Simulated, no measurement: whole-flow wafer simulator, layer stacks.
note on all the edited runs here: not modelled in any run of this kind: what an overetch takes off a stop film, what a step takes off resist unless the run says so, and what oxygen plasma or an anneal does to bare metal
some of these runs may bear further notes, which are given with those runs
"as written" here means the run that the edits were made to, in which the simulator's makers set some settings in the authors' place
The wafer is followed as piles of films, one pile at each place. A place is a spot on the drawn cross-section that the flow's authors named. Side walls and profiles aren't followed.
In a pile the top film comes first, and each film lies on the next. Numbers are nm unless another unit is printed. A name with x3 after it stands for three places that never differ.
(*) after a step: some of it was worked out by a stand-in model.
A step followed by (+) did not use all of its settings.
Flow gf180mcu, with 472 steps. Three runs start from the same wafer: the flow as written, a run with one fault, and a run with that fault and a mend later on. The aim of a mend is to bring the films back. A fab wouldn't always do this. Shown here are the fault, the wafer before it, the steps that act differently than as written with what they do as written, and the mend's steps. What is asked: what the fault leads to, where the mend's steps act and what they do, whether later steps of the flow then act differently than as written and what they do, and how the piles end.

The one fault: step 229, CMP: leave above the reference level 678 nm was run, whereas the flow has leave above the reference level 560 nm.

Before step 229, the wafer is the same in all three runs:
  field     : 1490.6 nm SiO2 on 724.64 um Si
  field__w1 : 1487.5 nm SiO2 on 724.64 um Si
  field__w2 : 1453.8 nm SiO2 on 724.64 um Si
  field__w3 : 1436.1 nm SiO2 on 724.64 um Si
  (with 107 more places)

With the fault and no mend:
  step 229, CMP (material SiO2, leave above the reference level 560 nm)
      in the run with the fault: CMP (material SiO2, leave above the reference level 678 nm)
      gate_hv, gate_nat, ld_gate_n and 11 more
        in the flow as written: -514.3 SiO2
        in the run with the fault: -396.3 SiO2
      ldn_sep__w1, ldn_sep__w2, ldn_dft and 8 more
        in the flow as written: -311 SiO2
        in the run with the fault: -193 SiO2
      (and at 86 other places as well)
  Later steps of the flow acting differently than as written (1 other step is not shown; it differs only slightly, by no more than 2% or 0.5 nm, whichever is larger):
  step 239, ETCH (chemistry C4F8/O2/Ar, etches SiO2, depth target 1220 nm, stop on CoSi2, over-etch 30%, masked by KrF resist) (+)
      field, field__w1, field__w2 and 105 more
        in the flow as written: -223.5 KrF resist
        in the run with the fault: -244 KrF resist
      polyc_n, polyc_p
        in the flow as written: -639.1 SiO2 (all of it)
        in the run with the fault: -757.1 SiO2 (all of it)
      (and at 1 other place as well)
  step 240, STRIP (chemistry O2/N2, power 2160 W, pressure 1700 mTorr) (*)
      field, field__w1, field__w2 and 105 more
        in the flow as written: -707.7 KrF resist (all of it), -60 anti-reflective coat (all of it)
        in the run with the fault: -687.2 KrF resist (all of it), -60 anti-reflective coat (all of it)
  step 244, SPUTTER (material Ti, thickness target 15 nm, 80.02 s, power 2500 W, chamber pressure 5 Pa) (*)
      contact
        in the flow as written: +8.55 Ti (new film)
        in the run with the fault: +7.98 Ti (new film)
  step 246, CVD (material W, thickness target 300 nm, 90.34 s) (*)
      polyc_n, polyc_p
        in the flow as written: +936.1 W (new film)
        in the run with the fault: +1054.1 W (new film)
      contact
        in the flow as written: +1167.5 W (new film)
        in the run with the fault: +1286.4 W (new film)
  At field__w4, field__w8, contact and 9 more, the piles at the end differ from the flow's by more than 2% or 0.5 nm, whichever is larger.
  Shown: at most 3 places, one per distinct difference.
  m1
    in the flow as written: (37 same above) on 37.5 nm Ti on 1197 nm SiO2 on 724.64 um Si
    in the run with the fault: (37 same above) on 37.5 nm Ti on 1315 nm SiO2 on 724.64 um Si
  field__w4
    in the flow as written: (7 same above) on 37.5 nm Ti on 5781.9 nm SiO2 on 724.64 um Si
    in the run with the fault: (7 same above) on 37.5 nm Ti on 5899.9 nm SiO2 on 724.64 um Si
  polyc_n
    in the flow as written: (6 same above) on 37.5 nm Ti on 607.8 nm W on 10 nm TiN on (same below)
    in the run with the fault: (6 same above) on 37.5 nm Ti on 725.8 nm W on 10 nm TiN on (same below)

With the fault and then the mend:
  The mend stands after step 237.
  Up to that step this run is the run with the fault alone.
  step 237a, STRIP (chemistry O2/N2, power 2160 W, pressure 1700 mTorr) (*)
      field, field__w1, field__w2 and 105 more
        -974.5 KrF resist (all of it), -60 anti-reflective coat (all of it)
      contact, polyc_n, polyc_p
        -60 anti-reflective coat (all of it)
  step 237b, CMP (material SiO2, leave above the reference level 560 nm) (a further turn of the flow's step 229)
      field, field__w1, field__w2 and 108 more
        -118 SiO2
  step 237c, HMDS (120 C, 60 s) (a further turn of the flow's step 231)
      leaves every film unchanged at each place that is followed
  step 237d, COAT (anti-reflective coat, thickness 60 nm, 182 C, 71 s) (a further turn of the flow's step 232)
      field, field__w1, field__w2 and 108 more
        +60 anti-reflective coat (new film)
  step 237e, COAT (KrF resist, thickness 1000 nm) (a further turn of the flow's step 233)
      field, field__w1, field__w2 and 108 more
        +1000 KrF resist (new film)
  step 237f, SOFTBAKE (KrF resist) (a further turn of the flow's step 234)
      leaves every film unchanged at each place that is followed
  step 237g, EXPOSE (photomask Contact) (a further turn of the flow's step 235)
      leaves every film unchanged at each place that is followed
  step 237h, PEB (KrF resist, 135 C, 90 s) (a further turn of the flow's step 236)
      field, field__w1, field__w2 and 108 more
        -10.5 KrF resist
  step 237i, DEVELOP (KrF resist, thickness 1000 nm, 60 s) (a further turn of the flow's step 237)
      field, field__w1, field__w2 and 105 more
        -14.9 KrF resist
      contact, polyc_n, polyc_p
        -989.5 KrF resist (all of it)
  None of the later steps of the flow acts differently than as written at any place that is followed.
  The piles end the same as the flow's at every place that both follow.
